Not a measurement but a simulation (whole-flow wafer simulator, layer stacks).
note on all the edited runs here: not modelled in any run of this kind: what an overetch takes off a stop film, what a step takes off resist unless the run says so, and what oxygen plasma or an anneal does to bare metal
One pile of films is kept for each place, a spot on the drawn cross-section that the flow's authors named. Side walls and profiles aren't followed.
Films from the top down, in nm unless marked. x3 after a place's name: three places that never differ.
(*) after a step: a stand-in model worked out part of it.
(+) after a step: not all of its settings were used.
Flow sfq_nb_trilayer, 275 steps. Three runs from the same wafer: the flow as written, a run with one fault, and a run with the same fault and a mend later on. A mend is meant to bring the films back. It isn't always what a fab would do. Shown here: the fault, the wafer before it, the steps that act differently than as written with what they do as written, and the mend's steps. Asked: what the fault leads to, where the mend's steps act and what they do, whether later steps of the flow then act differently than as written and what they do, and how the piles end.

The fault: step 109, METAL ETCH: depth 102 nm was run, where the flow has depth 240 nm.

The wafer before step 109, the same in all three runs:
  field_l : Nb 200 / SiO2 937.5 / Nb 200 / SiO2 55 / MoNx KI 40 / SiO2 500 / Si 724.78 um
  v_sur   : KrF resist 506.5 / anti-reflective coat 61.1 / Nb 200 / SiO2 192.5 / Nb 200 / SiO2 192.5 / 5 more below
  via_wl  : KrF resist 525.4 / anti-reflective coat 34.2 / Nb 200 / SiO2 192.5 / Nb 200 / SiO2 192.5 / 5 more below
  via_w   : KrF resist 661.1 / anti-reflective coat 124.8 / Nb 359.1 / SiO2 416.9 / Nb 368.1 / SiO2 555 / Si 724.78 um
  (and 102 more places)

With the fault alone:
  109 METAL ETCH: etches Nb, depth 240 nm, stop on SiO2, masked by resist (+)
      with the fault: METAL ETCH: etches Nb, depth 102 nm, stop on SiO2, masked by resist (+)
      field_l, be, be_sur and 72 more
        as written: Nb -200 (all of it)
        with the fault: Nb -102
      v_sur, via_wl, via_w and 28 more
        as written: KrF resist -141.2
        with the fault: KrF resist -60
  Later steps of the flow that act differently than as written:
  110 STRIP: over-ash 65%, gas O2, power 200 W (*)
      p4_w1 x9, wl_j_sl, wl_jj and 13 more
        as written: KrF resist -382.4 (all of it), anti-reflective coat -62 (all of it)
        with the fault: KrF resist -463.6 (all of it), anti-reflective coat -62 (all of it)
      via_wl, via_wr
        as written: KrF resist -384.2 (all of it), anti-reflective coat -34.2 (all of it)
        with the fault: KrF resist -465.4 (all of it), anti-reflective coat -34.2 (all of it)
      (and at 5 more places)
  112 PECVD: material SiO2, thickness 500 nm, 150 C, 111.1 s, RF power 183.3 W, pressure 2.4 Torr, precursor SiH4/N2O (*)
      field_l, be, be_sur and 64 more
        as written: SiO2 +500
        with the fault: SiO2 +500 (new film)
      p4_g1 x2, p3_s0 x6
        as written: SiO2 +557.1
        with the fault: SiO2 +500 (new film)
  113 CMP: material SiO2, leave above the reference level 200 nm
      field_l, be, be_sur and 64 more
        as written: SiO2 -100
        with the fault: SiO2 -198
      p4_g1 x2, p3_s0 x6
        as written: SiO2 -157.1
        with the fault: SiO2 -198
  At the end the piles differ from the flow's by more than 2% or 0.5 nm, whichever is larger, at field_l, be, be_sur and 72 more.
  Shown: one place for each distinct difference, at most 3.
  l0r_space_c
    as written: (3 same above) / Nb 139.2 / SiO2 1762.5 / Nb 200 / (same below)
    with the fault: (3 same above) / Nb 139.2 / SiO2 687 / Nb 98 / SiO2 977.5 / Nb 200 / (same below)
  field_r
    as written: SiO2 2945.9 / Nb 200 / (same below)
    with the fault: SiO2 1870.4 / Nb 98 / SiO2 977.5 / Nb 200 / (same below)
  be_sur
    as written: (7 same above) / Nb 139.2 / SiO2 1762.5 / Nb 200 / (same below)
    with the fault: (7 same above) / Nb 139.2 / SiO2 687 / Nb 98 / SiO2 977.5 / Nb 200 / (same below)

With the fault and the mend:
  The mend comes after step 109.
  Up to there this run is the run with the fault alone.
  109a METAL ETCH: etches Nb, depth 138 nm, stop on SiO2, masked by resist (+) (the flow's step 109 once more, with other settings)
      field_l, be, be_sur and 72 more
        Nb -98 (all of it)
      v_sur, via_wl, via_w and 28 more
        KrF resist -81.2
  No later step of the flow acts differently than as written at any place that is followed.
  At the end the piles are the same as the flow's at every place that both follow.
